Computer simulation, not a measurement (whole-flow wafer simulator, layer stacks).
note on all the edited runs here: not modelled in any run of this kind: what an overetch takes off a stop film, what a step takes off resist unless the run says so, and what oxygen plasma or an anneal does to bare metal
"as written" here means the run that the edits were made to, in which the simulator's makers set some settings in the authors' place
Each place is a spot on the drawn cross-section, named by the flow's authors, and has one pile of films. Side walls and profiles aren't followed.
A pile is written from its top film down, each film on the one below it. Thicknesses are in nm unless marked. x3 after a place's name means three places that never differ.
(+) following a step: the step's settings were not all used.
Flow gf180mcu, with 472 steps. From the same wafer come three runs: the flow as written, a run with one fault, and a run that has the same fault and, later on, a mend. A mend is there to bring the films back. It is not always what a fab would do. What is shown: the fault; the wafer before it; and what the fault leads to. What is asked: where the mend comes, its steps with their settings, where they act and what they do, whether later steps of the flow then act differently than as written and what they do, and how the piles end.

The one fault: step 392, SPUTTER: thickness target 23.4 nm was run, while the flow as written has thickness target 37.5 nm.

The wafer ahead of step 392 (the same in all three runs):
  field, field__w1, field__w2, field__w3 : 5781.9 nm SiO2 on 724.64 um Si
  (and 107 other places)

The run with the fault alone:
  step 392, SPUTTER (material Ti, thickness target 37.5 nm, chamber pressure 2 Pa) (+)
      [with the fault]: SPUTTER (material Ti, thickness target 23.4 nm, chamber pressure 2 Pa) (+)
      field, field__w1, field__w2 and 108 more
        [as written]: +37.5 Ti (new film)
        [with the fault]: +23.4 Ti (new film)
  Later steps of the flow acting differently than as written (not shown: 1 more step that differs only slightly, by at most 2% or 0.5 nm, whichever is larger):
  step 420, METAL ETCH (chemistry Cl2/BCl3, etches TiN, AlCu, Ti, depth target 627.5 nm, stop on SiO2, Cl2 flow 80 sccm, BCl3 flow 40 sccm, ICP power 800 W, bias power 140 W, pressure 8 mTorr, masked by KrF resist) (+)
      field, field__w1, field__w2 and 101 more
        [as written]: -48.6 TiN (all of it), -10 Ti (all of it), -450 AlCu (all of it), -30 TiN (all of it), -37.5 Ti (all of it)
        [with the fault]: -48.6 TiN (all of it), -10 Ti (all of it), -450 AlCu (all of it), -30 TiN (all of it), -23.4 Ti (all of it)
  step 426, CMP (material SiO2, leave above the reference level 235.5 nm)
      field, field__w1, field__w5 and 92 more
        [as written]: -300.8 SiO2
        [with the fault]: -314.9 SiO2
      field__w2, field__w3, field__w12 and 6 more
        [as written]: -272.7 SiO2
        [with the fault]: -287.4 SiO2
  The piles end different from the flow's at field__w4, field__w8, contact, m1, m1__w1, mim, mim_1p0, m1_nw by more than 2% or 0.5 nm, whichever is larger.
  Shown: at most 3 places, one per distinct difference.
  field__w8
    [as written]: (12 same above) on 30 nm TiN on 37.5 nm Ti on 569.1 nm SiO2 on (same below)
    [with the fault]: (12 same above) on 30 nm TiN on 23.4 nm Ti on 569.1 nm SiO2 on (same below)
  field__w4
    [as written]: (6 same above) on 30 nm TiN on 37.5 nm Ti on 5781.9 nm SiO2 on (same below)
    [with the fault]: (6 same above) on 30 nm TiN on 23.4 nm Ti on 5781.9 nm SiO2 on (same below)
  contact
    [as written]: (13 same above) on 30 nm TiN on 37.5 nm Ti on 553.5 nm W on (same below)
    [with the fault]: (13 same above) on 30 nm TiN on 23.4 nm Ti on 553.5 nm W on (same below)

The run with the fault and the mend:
  The mend stands after step 392.
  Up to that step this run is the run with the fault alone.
  step 392a, SPUTTER (material Ti, thickness target 14.1 nm, chamber pressure 2 Pa) (+) (the flow's step 392 again, with other settings)
      field, field__w1, field__w2 and 108 more
        +14.1 Ti
  None of the later steps of the flow acts differently than as written at any place that is followed.
  By the end, the piles equal the flow's at every place that both follow.
